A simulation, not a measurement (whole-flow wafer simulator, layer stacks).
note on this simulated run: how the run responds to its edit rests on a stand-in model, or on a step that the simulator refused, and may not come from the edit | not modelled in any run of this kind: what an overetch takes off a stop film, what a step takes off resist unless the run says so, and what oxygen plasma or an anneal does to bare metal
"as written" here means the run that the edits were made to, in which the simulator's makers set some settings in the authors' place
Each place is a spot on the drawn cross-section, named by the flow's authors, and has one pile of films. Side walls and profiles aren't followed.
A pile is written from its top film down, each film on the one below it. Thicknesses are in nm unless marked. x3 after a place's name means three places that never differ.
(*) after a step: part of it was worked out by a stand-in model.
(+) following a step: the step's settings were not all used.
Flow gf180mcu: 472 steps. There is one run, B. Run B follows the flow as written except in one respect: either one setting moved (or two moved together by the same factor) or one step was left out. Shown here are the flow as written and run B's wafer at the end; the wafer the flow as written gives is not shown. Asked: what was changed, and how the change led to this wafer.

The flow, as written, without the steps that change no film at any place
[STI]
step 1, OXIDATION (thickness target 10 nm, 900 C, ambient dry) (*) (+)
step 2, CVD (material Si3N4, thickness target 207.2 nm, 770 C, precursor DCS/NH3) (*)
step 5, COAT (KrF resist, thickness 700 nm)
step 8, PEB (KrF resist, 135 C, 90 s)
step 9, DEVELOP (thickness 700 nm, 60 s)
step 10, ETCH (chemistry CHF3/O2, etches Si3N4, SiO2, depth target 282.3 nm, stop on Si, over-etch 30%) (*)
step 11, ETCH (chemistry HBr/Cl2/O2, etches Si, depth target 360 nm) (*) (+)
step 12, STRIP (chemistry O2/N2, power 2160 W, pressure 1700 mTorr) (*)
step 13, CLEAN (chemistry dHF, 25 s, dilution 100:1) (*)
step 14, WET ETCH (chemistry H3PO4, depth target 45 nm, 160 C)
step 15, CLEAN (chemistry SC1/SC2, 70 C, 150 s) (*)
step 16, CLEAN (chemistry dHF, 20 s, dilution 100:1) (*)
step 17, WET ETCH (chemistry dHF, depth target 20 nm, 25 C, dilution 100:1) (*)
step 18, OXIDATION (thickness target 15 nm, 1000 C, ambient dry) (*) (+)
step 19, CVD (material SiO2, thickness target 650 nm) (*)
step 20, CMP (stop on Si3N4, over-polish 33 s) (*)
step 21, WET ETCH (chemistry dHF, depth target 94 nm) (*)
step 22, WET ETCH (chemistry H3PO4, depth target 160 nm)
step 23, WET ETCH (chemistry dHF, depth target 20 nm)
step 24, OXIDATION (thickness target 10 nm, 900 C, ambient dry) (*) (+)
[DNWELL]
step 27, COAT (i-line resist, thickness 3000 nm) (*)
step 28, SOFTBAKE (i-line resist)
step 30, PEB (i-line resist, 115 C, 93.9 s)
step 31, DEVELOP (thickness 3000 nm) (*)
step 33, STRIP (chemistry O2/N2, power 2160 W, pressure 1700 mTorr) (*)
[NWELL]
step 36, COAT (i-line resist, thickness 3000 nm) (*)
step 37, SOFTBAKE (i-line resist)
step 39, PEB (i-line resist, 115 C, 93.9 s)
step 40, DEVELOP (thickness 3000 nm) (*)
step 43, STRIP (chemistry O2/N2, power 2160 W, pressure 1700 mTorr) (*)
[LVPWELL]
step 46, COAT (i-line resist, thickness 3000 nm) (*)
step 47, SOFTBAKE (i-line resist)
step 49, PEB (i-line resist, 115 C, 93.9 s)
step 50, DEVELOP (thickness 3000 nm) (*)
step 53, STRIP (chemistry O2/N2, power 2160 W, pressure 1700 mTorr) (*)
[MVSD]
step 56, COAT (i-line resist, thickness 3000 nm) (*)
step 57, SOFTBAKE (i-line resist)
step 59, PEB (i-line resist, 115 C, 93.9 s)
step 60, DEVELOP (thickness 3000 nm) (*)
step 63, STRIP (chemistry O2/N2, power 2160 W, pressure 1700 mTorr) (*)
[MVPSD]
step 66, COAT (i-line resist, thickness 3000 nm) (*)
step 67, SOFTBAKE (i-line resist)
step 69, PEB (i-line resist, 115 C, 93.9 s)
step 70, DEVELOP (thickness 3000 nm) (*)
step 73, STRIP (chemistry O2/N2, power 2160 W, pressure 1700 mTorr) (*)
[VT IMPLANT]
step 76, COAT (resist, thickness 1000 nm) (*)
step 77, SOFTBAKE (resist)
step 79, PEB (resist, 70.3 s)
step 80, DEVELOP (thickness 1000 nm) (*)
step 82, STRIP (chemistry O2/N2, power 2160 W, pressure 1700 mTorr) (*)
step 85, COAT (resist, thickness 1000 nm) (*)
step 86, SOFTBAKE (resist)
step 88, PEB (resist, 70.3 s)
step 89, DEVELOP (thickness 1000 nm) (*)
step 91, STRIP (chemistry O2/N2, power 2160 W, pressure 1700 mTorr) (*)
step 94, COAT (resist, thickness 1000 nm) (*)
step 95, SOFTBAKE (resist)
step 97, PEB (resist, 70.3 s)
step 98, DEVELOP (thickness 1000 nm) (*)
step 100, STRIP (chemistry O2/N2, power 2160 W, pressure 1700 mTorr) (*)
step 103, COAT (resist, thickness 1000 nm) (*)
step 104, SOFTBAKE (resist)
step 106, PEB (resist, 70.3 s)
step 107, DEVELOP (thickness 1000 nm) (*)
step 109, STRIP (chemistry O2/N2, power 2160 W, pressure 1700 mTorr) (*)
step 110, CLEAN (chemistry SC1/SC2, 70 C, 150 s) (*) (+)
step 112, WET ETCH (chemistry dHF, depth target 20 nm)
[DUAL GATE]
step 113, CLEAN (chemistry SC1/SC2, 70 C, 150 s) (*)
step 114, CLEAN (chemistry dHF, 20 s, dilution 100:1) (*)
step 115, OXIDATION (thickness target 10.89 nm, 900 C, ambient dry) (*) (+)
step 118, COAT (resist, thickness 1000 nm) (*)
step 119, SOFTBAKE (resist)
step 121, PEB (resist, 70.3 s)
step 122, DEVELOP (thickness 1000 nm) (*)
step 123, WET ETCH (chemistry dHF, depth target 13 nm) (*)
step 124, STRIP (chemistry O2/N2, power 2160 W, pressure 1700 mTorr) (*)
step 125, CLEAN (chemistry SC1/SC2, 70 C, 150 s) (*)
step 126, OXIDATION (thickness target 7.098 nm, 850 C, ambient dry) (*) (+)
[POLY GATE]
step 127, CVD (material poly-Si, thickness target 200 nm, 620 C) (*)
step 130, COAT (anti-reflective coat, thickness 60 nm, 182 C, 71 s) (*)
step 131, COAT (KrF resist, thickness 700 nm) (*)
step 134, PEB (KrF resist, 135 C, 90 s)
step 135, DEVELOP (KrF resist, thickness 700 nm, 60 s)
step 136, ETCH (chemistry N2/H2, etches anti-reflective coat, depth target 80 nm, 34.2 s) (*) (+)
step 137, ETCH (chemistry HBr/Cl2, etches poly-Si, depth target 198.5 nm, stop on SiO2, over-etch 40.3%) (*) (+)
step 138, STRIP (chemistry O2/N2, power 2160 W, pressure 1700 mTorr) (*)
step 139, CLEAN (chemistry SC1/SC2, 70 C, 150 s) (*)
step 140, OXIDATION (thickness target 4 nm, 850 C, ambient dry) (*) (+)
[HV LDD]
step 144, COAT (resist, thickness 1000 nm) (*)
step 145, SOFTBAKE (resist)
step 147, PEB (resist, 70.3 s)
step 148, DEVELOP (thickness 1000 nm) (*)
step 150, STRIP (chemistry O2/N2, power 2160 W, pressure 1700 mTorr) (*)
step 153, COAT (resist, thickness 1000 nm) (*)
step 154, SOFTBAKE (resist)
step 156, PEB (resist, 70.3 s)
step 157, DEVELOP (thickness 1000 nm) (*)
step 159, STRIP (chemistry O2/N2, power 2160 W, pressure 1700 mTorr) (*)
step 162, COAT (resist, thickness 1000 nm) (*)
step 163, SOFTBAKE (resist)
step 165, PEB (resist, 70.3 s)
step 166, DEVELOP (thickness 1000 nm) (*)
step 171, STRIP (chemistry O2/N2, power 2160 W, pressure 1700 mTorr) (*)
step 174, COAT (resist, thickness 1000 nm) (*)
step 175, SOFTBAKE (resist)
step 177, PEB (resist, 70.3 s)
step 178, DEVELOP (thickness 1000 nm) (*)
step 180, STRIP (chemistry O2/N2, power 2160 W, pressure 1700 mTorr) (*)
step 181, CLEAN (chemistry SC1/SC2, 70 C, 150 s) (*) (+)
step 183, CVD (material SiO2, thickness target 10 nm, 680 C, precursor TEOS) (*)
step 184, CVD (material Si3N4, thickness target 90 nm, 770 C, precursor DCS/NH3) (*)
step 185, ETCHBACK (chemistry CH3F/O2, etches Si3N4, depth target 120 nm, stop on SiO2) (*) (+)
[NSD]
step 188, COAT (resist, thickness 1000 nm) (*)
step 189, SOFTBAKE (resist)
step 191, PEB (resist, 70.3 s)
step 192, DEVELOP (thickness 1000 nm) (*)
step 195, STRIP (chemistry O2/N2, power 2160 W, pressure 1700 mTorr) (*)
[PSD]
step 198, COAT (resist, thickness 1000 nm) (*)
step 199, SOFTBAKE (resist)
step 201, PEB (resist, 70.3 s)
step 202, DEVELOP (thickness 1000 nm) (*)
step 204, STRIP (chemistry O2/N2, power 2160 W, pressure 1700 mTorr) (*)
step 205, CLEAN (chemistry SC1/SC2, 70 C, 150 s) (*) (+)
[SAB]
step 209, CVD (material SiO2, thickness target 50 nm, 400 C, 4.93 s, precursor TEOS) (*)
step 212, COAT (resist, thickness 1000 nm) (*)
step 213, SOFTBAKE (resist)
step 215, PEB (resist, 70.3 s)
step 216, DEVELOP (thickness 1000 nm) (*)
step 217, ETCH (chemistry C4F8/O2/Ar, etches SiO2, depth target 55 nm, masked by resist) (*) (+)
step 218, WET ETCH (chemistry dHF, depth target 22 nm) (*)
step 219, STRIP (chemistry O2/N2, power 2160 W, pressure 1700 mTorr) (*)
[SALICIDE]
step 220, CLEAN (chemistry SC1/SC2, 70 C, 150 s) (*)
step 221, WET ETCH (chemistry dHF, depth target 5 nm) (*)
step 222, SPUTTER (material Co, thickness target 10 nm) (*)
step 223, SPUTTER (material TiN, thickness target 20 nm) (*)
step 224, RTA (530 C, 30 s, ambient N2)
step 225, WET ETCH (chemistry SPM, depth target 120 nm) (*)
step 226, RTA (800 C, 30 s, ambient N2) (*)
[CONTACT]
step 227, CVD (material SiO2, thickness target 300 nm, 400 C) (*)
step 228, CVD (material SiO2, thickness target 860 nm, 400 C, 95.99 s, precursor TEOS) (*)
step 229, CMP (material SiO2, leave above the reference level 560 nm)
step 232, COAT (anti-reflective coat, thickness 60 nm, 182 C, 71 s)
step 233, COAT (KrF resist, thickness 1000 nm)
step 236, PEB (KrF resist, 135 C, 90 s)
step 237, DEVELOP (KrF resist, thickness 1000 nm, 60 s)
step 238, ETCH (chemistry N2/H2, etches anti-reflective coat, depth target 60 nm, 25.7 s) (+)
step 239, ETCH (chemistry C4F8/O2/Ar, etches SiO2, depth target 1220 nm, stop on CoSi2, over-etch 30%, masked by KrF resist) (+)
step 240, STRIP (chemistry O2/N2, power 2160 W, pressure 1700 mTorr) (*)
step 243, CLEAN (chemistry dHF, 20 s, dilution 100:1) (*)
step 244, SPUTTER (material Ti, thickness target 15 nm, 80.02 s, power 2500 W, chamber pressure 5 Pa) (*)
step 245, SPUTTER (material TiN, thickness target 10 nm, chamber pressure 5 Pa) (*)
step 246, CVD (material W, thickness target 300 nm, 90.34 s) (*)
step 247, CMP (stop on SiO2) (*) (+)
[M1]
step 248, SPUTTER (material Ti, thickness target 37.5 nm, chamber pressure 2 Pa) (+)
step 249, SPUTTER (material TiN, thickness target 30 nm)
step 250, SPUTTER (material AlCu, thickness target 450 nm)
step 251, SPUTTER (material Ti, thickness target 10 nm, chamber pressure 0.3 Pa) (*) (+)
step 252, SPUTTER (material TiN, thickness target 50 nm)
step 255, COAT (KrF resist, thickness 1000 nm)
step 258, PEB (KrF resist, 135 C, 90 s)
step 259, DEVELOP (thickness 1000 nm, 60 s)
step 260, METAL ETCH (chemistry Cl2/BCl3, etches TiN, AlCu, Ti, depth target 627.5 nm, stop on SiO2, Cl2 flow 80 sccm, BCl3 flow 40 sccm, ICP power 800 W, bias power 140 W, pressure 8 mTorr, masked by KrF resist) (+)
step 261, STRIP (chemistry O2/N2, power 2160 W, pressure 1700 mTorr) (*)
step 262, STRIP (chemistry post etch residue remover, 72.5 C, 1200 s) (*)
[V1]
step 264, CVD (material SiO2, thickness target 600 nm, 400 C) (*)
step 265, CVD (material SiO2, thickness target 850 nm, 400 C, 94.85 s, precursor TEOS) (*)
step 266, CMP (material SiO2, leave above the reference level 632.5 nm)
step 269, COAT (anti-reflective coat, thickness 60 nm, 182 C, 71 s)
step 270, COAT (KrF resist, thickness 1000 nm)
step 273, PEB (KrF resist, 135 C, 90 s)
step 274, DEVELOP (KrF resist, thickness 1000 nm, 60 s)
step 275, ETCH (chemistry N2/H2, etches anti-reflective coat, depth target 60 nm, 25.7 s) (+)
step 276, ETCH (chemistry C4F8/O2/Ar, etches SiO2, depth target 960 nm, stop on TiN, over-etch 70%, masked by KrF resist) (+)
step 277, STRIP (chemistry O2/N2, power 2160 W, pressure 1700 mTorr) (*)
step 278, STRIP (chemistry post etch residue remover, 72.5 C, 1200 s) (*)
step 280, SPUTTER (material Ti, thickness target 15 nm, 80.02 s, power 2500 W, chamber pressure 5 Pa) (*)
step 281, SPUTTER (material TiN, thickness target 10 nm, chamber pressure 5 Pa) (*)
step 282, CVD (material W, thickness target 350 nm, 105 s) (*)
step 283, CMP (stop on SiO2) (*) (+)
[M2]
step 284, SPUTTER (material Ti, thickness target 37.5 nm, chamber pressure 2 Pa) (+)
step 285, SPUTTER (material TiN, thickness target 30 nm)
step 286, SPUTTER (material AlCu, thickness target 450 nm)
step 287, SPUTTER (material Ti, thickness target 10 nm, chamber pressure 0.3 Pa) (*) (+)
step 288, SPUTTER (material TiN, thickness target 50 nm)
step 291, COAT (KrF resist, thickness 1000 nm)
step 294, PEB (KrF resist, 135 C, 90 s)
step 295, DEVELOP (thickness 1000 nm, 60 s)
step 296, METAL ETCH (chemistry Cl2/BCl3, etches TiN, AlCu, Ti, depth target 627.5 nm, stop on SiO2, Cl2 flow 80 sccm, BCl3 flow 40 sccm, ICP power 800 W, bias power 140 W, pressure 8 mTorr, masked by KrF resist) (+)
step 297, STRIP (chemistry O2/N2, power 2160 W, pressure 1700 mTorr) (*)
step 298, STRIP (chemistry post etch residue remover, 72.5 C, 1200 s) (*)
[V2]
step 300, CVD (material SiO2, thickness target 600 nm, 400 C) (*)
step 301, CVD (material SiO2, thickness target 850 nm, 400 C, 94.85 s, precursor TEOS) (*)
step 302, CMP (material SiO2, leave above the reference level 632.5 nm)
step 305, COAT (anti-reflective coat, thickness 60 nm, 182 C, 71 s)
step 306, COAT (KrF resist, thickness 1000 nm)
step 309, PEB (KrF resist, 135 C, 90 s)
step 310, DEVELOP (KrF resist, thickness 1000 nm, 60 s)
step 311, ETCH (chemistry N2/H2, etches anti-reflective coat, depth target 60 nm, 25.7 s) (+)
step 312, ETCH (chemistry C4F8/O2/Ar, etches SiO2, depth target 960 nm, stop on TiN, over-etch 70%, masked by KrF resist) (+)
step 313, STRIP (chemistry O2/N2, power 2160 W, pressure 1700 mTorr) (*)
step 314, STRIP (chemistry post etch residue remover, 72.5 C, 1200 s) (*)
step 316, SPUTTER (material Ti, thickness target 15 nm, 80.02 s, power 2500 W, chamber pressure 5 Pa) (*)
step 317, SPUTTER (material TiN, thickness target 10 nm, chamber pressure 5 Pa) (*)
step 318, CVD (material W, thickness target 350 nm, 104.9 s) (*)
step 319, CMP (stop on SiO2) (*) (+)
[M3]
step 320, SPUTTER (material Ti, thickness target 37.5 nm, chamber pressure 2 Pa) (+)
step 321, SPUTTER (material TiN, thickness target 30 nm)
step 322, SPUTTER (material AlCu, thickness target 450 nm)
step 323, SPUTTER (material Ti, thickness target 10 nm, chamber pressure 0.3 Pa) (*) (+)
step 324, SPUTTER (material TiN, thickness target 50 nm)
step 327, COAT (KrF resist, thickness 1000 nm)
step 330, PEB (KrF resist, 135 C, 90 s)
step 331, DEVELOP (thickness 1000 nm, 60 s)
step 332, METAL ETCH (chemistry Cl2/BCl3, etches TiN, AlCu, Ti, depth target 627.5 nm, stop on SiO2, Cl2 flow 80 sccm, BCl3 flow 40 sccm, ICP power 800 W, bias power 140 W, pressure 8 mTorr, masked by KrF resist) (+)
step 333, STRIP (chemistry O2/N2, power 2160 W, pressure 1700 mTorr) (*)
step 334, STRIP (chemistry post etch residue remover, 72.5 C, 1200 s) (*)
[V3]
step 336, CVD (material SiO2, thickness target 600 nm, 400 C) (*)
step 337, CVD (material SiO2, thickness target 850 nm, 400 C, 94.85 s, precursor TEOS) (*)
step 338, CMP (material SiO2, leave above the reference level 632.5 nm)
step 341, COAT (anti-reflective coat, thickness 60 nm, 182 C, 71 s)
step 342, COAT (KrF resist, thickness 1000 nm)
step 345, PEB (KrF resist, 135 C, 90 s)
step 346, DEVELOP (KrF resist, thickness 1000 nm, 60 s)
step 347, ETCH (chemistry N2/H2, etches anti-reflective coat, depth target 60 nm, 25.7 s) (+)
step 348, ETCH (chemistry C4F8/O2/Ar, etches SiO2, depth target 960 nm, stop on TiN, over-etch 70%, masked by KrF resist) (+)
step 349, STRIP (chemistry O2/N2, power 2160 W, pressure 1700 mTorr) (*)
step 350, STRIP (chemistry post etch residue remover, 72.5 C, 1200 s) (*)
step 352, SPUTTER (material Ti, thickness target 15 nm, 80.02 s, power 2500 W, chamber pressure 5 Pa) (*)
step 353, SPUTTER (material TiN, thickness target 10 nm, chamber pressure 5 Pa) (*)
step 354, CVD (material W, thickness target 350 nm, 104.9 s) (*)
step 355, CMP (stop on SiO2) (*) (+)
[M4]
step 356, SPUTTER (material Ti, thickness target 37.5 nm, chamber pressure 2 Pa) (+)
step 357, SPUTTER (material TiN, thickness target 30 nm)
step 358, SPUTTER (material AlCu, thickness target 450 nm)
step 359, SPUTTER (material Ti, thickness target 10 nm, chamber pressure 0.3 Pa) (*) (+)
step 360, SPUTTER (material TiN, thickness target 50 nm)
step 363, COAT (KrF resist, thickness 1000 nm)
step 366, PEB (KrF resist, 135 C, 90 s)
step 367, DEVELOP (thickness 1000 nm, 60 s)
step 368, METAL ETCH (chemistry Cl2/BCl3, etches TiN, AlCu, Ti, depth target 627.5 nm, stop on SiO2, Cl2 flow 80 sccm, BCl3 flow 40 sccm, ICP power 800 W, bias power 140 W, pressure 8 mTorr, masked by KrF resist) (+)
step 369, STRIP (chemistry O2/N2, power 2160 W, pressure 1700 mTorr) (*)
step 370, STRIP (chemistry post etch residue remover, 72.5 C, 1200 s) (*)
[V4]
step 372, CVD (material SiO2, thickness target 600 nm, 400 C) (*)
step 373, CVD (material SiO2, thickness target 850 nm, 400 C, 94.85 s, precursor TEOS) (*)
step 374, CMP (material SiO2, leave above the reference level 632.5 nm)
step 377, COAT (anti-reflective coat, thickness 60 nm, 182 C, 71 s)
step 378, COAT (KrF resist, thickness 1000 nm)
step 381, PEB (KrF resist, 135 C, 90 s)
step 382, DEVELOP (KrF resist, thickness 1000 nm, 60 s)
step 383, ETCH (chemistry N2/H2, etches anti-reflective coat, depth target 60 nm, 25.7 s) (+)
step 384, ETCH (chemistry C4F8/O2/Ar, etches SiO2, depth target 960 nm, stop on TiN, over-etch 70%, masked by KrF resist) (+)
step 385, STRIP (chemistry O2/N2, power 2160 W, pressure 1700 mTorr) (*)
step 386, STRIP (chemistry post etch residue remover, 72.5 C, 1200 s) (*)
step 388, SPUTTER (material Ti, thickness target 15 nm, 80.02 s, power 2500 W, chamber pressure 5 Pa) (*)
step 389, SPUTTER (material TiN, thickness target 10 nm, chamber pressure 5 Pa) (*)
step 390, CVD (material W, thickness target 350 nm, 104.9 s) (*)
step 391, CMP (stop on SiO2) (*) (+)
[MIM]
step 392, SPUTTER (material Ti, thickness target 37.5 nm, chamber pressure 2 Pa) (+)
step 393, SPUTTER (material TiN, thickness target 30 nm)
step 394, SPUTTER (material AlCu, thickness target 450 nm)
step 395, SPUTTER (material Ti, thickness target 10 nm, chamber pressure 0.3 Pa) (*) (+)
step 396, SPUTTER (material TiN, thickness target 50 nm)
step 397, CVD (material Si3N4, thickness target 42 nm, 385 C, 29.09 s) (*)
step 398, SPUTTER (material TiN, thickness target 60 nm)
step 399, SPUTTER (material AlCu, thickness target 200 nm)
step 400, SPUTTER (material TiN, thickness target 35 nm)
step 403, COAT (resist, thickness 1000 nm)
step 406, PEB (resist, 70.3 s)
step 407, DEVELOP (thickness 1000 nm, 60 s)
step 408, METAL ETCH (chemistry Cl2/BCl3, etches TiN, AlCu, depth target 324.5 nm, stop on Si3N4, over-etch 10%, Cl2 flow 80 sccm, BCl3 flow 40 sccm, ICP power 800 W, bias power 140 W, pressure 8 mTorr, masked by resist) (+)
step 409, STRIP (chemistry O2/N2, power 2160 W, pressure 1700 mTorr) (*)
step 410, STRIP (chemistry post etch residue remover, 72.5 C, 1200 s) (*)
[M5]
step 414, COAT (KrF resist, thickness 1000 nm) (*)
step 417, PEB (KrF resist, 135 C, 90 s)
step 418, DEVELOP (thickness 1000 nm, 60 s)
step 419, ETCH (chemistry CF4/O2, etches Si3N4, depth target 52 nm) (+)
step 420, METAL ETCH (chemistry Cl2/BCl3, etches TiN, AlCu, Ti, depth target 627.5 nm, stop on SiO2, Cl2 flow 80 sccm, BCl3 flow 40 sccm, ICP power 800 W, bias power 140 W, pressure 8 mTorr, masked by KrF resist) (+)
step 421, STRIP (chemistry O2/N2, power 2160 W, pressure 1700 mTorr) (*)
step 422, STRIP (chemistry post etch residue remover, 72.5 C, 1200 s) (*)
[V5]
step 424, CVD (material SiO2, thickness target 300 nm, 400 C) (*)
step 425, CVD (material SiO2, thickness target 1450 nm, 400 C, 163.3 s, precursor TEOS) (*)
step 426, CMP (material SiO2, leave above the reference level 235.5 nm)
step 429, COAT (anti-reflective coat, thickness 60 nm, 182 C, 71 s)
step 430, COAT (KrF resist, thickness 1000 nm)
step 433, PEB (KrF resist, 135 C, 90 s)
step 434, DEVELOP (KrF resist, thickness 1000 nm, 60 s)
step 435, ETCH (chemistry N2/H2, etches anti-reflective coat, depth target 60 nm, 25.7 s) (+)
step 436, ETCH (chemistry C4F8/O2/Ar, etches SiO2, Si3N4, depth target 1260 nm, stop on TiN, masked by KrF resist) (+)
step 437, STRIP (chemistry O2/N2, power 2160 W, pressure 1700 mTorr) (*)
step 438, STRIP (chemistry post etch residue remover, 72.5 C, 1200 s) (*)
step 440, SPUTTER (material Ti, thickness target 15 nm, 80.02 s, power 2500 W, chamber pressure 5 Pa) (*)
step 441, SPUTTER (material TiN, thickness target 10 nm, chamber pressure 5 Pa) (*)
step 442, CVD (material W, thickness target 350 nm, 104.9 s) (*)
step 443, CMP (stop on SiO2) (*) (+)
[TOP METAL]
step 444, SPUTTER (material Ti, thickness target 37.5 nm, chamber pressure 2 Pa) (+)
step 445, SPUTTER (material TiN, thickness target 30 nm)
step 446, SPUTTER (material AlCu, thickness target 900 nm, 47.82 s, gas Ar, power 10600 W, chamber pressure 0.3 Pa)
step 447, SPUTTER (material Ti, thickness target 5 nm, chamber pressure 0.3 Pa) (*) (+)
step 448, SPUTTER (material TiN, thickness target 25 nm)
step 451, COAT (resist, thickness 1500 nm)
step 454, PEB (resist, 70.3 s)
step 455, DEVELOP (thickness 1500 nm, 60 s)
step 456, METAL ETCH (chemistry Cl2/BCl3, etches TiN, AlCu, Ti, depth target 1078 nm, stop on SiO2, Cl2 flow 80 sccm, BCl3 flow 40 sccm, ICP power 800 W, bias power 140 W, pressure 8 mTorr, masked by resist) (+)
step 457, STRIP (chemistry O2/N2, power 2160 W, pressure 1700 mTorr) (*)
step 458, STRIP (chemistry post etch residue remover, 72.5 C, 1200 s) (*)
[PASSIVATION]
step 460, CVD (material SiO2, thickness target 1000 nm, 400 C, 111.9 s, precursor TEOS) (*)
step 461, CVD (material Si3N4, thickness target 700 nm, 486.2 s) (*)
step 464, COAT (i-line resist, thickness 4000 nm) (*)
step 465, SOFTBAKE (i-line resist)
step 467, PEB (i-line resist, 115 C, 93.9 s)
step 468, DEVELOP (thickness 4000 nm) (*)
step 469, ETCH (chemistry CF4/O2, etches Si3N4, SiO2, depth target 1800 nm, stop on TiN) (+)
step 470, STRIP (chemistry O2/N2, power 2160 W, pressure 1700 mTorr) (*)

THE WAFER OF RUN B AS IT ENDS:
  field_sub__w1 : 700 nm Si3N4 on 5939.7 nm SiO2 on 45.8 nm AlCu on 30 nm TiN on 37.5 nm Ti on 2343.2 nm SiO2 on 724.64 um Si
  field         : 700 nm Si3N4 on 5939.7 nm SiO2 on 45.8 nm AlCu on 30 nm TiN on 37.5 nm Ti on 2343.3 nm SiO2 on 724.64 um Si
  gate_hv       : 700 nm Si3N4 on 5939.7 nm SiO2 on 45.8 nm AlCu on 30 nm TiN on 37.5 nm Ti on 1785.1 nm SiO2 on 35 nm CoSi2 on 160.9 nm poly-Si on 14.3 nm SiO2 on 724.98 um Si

Cause: step 286, SPUTTER: thickness target 619 nm was run, while the flow as written has thickness target 450 nm.

How this came from the change, step by step:
  step 286, SPUTTER (material AlCu, thickness target 450 nm)
      field, field__w1, field__w2 and 108 more: AlCu gains 619 (new film) (it would be, as written: AlCu gains 450 (new film))
  step 296, METAL ETCH (chemistry Cl2/BCl3, etches TiN, AlCu, Ti, depth target 627.5 nm, stop on SiO2, Cl2 flow 80 sccm, BCl3 flow 40 sccm, ICP power 800 W, bias power 140 W, pressure 8 mTorr, masked by KrF resist) (+)
      field, field__w1, field__w2 and 103 more: TiN loses 50 (all of it), Ti loses 10 (all of it), AlCu loses 567.5 (it would be, as written: TiN loses 50 (all of it), Ti loses 10 (all of it), AlCu loses 450 (all of it), TiN loses 30 (all of it), Ti loses 37.5 (all of it))
  step 298, STRIP (chemistry post etch residue remover, 72.5 C, 1200 s) (*)
      field, field__w1, field__w2 and 103 more: AlCu loses 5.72 (it would be, as written: nothing)
  step 300, CVD (material SiO2, thickness target 600 nm, 400 C) (*)
      field, field__w1, field__w2 and 103 more: SiO2 gains 600 (new film) (it would be, as written: SiO2 gains 600)
  step 302, CMP (material SiO2, leave above the reference level 632.5 nm)
      field, field__w1, field__w2 and 103 more: SiO2 loses 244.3 (it would be, as written: SiO2 loses 300)
If metal films that touch count as one body, field_sub__w1 has 1 body; the flow as written gives 0 bodies.
If metal films that touch count as one body, field has 1 body; the flow as written gives 0 bodies.
If metal films that touch count as one body, gate_hv has 2 bodies (between them, from the top down: SiO2 1785.1); the flow as written gives 1 body.
